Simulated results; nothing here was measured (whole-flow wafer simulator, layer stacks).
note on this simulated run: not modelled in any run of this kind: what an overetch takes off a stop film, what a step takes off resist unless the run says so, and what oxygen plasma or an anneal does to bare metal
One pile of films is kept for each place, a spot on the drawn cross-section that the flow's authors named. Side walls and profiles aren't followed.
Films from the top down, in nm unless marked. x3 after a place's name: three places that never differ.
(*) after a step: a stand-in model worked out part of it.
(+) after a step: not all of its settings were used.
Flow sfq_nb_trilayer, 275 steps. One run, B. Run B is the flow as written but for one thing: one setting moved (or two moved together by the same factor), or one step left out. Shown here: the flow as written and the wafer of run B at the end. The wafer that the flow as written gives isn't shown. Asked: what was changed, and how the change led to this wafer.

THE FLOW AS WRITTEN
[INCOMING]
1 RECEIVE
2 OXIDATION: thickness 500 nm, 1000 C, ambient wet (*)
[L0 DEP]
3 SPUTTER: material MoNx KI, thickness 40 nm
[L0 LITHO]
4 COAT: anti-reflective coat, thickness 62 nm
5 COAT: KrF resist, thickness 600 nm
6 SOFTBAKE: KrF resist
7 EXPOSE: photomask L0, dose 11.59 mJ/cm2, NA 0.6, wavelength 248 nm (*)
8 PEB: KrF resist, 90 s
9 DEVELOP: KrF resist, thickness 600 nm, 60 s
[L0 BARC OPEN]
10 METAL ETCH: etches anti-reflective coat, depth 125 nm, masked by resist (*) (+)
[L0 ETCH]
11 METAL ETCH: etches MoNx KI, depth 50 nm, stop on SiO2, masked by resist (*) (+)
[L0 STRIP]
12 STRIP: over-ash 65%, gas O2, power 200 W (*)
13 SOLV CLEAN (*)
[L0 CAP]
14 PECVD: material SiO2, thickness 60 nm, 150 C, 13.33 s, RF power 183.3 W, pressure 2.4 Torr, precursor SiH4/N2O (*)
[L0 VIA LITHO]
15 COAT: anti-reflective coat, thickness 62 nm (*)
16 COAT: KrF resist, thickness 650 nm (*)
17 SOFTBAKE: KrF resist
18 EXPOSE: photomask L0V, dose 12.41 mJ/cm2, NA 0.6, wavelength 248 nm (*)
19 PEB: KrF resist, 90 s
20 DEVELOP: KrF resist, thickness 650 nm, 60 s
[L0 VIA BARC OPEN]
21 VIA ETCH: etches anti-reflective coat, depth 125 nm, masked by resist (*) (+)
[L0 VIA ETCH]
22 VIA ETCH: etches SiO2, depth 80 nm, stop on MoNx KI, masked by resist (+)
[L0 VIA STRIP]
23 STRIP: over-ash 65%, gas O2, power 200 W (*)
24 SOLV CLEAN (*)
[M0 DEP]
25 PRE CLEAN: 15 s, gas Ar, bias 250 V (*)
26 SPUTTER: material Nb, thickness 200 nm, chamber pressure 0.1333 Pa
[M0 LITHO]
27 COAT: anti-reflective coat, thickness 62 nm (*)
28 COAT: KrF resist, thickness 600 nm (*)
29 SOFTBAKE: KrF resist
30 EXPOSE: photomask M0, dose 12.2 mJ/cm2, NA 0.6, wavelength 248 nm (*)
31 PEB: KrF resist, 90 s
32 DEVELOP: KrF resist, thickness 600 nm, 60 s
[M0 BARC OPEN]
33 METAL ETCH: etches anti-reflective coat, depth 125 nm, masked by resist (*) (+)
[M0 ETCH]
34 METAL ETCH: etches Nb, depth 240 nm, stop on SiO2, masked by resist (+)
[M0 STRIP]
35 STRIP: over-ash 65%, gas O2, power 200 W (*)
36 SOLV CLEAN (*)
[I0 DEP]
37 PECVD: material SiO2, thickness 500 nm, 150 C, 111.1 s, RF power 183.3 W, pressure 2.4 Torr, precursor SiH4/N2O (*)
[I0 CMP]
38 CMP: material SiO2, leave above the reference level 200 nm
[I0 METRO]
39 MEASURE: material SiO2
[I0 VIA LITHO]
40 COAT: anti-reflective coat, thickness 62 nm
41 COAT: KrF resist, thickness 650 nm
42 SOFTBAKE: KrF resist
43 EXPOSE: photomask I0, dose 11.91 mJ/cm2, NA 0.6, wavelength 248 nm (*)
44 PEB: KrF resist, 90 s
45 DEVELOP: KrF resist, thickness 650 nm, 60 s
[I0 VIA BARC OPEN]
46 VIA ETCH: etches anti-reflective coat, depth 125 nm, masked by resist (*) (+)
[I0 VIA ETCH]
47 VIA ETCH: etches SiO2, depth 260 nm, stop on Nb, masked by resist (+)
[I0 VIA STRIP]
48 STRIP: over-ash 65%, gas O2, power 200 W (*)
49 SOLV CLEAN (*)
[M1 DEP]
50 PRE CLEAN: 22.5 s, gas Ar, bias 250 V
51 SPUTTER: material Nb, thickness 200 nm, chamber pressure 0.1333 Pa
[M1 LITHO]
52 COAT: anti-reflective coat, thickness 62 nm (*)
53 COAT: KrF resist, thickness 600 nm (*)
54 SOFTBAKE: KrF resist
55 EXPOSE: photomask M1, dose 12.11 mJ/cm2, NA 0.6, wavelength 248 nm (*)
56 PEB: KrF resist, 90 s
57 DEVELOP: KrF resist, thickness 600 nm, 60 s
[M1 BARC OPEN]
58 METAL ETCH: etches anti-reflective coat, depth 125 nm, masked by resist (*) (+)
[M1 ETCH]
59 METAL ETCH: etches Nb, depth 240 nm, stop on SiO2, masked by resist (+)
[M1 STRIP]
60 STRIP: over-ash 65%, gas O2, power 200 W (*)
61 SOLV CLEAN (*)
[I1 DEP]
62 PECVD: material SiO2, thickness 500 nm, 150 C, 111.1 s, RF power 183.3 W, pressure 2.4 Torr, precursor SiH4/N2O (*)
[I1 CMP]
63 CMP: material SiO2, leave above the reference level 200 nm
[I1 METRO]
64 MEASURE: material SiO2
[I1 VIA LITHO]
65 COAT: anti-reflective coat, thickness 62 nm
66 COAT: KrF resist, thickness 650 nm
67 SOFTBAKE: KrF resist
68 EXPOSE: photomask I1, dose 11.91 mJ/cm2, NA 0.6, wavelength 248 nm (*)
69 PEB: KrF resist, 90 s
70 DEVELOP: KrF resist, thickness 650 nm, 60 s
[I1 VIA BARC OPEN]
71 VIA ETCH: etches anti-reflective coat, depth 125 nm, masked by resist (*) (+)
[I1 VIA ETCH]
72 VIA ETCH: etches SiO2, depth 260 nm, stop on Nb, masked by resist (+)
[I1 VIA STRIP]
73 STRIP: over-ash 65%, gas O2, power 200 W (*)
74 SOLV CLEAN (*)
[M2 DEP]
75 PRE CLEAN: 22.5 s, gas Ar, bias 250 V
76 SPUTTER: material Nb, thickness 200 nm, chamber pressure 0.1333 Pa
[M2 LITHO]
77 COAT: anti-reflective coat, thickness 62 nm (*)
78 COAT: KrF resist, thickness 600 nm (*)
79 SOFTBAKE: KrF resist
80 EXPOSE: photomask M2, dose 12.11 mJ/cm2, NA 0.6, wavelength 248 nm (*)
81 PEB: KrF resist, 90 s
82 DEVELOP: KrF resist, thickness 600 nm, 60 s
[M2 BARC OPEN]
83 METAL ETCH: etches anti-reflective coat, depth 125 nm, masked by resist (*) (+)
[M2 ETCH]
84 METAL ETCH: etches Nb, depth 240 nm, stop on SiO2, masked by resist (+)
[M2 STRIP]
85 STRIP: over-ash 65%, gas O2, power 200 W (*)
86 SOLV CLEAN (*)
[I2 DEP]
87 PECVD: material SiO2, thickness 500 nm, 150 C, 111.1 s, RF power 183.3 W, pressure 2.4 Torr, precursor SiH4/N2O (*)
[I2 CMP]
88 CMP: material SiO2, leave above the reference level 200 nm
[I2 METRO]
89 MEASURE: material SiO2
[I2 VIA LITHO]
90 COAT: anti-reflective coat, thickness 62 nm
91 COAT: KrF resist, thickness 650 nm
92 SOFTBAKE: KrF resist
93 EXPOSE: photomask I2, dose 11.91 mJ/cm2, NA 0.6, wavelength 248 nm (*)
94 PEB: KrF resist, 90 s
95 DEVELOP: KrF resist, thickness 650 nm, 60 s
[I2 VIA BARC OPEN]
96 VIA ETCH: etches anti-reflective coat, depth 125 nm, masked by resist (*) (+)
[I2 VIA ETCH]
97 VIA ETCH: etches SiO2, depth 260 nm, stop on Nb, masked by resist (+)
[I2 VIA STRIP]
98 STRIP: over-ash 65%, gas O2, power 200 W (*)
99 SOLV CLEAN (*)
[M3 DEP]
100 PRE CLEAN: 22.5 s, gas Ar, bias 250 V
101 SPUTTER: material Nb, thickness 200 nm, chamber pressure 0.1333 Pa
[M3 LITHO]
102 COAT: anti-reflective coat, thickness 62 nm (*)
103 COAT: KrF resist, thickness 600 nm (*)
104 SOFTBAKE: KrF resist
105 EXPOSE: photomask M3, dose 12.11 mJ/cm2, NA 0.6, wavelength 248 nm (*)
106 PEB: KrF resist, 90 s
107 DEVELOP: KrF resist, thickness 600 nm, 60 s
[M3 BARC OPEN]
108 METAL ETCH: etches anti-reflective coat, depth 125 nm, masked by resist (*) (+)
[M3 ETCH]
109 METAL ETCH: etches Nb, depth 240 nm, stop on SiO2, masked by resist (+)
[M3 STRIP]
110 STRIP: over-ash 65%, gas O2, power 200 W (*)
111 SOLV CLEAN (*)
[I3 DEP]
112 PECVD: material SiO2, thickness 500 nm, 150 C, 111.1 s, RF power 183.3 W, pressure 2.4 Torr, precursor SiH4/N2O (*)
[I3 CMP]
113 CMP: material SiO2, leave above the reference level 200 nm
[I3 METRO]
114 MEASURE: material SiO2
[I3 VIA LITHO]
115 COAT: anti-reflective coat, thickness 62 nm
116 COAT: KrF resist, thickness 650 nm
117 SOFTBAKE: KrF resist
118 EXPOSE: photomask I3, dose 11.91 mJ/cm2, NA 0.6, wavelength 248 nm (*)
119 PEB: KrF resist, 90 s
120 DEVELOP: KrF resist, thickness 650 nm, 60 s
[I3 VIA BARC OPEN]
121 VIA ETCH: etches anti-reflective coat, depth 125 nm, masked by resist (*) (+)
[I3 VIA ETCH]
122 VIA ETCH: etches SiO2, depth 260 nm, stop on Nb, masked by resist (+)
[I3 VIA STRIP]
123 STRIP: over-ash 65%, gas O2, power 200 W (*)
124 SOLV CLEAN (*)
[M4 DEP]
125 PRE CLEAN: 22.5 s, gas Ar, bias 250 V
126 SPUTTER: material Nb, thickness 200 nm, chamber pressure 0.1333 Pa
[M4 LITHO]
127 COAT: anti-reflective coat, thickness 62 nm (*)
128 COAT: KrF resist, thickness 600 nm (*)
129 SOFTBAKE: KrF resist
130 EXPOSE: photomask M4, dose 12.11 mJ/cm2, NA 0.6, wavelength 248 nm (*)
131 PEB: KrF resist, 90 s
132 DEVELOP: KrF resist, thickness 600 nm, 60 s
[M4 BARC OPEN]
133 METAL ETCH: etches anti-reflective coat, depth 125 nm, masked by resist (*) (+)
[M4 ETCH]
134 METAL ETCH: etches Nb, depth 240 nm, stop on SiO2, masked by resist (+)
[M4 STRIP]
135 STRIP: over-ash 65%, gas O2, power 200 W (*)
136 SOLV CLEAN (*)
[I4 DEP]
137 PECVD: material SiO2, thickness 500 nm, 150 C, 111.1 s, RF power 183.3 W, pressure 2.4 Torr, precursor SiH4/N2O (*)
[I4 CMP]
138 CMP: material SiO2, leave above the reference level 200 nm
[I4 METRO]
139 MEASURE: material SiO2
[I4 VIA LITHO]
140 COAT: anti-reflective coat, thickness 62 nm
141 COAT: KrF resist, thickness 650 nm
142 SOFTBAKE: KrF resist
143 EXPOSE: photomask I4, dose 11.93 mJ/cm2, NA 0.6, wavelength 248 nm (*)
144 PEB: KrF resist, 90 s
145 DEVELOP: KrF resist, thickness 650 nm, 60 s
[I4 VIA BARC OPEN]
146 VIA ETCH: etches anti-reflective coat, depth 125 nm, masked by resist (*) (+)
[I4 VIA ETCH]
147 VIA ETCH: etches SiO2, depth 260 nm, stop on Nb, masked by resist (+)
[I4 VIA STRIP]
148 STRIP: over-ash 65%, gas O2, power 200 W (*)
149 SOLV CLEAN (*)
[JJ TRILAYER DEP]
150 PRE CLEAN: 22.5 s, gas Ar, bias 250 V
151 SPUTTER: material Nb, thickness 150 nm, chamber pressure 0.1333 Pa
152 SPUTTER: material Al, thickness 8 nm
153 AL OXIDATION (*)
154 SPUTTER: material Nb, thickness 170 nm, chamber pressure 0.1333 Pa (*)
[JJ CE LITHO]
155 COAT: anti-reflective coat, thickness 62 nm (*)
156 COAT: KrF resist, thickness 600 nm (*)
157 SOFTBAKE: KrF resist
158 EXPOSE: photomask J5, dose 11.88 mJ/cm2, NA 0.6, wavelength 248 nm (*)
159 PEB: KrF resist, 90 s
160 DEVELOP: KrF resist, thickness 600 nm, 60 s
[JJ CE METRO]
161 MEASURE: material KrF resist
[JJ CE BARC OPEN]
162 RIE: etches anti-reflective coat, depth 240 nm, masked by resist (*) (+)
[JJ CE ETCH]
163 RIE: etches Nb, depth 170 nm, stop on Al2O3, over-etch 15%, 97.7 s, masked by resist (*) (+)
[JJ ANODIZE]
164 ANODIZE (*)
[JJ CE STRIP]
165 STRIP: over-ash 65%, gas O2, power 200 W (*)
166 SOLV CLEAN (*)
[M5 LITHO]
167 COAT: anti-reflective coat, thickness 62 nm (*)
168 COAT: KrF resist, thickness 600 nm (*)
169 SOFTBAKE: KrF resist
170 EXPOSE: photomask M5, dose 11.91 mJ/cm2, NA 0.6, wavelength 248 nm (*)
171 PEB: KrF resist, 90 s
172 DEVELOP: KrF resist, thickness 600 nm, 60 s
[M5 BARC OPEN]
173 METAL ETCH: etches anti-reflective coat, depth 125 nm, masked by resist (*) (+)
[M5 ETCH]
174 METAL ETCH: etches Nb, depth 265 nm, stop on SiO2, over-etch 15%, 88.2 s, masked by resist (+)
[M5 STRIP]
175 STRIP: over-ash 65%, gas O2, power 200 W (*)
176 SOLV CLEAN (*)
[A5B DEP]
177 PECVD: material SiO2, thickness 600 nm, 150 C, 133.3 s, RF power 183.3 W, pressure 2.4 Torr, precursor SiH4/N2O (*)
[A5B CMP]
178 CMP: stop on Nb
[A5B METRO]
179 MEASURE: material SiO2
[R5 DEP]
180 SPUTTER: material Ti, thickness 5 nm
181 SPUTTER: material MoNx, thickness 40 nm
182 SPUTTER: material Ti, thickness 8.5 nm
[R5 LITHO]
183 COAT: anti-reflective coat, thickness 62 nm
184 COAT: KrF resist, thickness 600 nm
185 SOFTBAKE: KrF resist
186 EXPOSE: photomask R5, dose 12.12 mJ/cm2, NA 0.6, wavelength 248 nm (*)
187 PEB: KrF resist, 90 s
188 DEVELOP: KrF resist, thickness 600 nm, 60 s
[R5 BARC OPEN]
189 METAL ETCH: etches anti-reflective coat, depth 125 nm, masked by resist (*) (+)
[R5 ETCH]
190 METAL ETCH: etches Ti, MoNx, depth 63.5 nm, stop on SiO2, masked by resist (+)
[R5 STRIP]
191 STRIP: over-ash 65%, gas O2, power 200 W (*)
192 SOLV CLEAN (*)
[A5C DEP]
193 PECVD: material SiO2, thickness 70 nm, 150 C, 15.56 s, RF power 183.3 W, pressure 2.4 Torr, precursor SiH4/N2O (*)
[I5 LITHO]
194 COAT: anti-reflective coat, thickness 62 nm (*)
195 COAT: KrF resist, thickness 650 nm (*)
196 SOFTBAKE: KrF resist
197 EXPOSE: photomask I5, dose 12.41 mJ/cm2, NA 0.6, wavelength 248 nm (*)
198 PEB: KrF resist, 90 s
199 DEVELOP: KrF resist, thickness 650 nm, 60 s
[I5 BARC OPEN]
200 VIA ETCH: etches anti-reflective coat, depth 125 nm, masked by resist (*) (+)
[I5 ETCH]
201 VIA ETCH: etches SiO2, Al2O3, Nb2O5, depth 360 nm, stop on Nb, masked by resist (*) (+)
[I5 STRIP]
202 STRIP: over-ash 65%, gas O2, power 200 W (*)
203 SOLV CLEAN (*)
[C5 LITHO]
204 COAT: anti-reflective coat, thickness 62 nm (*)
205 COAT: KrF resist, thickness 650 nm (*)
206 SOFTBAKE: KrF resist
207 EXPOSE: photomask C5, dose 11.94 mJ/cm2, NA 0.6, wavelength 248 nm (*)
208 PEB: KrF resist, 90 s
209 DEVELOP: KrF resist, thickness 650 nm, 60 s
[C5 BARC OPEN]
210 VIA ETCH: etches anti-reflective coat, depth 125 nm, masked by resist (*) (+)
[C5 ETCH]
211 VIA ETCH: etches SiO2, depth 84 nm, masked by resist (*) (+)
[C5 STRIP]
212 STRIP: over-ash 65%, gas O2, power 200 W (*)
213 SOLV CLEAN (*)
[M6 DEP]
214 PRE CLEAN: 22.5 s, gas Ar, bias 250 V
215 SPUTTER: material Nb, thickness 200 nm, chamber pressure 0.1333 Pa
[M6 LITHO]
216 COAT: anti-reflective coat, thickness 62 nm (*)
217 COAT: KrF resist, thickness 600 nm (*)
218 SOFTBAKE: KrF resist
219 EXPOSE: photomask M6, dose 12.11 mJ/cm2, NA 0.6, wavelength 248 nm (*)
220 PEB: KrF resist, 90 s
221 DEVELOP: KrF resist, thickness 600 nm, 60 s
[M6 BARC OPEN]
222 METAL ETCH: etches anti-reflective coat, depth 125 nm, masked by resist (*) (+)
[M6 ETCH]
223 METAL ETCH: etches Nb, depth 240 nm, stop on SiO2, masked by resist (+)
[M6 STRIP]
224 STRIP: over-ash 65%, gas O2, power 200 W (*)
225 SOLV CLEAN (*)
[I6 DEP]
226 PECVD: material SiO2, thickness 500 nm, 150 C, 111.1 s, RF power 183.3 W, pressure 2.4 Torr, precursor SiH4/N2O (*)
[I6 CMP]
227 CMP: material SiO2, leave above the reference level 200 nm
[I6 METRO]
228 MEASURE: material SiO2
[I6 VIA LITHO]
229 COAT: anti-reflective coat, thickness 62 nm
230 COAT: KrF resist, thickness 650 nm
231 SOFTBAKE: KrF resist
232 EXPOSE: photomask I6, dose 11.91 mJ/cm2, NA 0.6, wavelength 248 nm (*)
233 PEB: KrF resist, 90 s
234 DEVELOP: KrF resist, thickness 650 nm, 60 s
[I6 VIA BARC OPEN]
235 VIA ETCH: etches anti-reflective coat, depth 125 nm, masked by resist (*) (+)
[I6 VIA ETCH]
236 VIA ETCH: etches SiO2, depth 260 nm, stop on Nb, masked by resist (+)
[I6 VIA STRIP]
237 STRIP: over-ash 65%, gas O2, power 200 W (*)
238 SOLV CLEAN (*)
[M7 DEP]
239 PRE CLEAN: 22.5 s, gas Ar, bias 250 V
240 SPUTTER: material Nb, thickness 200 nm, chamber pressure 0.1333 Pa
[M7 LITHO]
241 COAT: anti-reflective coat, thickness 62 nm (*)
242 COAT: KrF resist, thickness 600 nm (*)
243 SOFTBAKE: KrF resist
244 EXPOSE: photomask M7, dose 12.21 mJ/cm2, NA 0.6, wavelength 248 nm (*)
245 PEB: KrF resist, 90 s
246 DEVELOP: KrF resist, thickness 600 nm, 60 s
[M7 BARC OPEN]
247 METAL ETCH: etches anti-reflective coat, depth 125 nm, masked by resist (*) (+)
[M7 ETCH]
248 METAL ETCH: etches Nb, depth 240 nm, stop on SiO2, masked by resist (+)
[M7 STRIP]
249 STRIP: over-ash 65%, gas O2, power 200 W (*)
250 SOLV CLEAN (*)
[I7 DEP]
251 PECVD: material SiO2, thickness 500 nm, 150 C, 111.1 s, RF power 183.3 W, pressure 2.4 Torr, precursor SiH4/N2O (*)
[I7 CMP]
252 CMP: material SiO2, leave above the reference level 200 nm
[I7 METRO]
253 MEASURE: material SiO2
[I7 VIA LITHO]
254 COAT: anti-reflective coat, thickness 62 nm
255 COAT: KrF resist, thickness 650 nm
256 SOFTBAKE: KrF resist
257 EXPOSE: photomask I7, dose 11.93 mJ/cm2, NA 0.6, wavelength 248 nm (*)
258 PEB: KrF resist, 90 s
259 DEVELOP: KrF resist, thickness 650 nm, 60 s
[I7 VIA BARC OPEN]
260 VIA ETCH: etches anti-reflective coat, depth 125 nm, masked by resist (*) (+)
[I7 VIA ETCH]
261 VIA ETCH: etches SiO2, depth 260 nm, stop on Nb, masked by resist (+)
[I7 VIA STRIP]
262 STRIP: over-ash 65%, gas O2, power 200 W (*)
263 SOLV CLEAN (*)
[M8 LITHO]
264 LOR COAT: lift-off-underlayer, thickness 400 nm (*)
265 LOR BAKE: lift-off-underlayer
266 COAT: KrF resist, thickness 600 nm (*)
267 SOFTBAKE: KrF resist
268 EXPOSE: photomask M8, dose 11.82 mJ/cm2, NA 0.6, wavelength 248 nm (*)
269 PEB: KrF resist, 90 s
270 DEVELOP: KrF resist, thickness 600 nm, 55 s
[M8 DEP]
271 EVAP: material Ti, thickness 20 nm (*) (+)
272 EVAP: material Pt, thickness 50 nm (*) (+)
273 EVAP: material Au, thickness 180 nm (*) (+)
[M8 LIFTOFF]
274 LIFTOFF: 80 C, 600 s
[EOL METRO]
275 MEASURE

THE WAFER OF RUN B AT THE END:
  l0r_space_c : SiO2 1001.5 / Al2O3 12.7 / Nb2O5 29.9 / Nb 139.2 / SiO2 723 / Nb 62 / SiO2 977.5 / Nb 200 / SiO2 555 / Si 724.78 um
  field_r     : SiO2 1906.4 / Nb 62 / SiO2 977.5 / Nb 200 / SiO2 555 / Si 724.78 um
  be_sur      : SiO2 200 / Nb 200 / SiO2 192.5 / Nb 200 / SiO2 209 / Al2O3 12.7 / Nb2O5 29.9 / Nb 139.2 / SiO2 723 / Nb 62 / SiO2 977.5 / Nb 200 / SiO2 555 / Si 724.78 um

The cause: step 109, METAL ETCH: depth 138 nm was run, where the flow has depth 240 nm.

How the change led to this, step by step:
  109 METAL ETCH: etches Nb, depth 240 nm, stop on SiO2, masked by resist (+)
      field_l, be, be_sur and 72 more: Nb -138 (as written it would be: Nb -200 (all of it))
      v_sur, via_wl, via_w and 28 more: KrF resist -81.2 (as written it would be: KrF resist -141.2)
  110 STRIP: over-ash 65%, gas O2, power 200 W (*)
      p4_w1, p4_w2, p4_w3 and 21 more: KrF resist -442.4 (all of it), anti-reflective coat -62 (all of it) (as written it would be: KrF resist -382.4 (all of it), anti-reflective coat -62 (all of it))
      via_wl, via_wr: KrF resist -444.2 (all of it), anti-reflective coat -34.2 (all of it) (as written it would be: KrF resist -384.2 (all of it), anti-reflective coat -34.2 (all of it))
      (and at 5 more places)
  112 PECVD: material SiO2, thickness 500 nm, 150 C, 111.1 s, RF power 183.3 W, pressure 2.4 Torr, precursor SiH4/N2O (*)
      field_l, be, be_sur and 64 more: SiO2 +500 (new film) (as written it would be: SiO2 +500)
      p4_g1, p4_g2, p3_s0, p3_s1, p3_s2, p3_s3, p3_s4, p3_s5: SiO2 +500 (new film) (as written it would be: SiO2 +557.1)
  113 CMP: material SiO2, leave above the reference level 200 nm
      field_l, be, be_sur and 64 more: SiO2 -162 (as written it would be: SiO2 -100)
      p4_g1, p4_g2, p3_s0, p3_s1, p3_s2, p3_s3, p3_s4, p3_s5: SiO2 -162 (as written it would be: SiO2 -157.1)
Counting metal films that touch as one body, l0r_space_c has 3 bodies (between them, from the top down: SiO2 723; SiO2 977.5); the flow as written gives 2 bodies (between them, from the top down: SiO2 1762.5).
Counting metal films that touch as one body, field_r has 2 bodies (between them, from the top down: SiO2 977.5); the flow as written gives 1 body.
Counting metal films that touch as one body, be_sur has 5 bodies (between them, from the top down: SiO2 192.5; SiO2 209 / Al2O3 12.7 / Nb2O5 29.9; SiO2 723; SiO2 977.5); the flow as written gives 4 bodies (between them, from the top down: SiO2 192.5; SiO2 209 / Al2O3 12.7 / Nb2O5 29.9; SiO2 1762.5).
